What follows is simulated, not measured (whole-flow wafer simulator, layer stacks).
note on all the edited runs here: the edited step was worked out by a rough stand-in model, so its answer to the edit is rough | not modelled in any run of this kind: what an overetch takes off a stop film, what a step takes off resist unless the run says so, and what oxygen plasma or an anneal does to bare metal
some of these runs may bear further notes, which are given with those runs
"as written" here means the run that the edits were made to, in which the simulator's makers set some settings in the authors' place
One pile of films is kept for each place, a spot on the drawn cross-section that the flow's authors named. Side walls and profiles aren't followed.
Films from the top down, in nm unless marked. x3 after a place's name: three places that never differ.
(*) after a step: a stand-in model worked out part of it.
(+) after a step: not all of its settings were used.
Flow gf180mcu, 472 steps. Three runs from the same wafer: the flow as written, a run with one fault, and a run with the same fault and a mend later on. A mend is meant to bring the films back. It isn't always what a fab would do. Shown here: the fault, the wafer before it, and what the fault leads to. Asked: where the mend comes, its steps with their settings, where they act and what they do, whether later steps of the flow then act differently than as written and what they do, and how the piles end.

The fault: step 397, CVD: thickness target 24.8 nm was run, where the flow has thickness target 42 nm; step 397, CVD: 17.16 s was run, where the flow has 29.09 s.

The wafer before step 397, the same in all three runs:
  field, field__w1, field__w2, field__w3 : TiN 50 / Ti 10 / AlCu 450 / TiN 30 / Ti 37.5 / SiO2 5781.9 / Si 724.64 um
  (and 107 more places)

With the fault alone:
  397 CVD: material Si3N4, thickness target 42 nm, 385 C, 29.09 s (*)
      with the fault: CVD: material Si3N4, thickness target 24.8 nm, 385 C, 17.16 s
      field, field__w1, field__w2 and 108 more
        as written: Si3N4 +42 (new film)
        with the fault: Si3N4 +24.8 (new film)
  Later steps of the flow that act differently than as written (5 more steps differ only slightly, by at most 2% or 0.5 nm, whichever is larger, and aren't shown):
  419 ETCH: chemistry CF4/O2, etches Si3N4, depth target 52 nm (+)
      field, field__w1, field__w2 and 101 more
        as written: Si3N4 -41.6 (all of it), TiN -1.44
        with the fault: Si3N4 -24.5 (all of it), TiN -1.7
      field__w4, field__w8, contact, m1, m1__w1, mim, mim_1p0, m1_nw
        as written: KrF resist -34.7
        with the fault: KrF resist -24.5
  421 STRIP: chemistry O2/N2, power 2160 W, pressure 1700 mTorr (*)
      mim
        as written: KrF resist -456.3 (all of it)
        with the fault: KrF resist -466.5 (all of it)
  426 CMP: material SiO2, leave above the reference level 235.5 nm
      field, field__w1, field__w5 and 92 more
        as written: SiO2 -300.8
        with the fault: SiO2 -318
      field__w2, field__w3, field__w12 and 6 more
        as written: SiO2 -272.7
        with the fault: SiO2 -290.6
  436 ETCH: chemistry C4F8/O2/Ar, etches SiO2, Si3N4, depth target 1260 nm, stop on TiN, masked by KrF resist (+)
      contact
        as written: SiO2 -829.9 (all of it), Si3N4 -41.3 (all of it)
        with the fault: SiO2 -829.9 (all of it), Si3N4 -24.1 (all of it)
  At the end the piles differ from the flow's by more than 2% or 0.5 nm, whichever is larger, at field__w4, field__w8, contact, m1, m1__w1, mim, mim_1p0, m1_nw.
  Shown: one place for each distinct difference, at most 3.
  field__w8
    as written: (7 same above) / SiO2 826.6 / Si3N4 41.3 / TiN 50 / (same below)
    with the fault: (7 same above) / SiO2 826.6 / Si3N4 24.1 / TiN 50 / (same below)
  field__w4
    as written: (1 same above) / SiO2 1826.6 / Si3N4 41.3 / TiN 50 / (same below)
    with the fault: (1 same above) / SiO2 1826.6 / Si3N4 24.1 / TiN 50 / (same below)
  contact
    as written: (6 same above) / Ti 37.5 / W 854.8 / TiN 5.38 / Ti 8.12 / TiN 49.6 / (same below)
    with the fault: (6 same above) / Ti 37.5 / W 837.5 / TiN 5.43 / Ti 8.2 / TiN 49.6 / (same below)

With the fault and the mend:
  The mend comes after step 397.
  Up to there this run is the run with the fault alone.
  397a CVD: material Si3N4, thickness target 17.2 nm, 385 C, 11.91 s (the flow's step 397 once more, with other settings)
      field, field__w1, field__w2 and 108 more
        Si3N4 +17.2
  No later step of the flow acts differently than as written, at any place that is followed, by more than 2% or 0.5 nm, whichever is larger.
  At the end the piles differ from the flow's only slightly at the places that both follow, by at most 2% or 0.5 nm, whichever is larger.
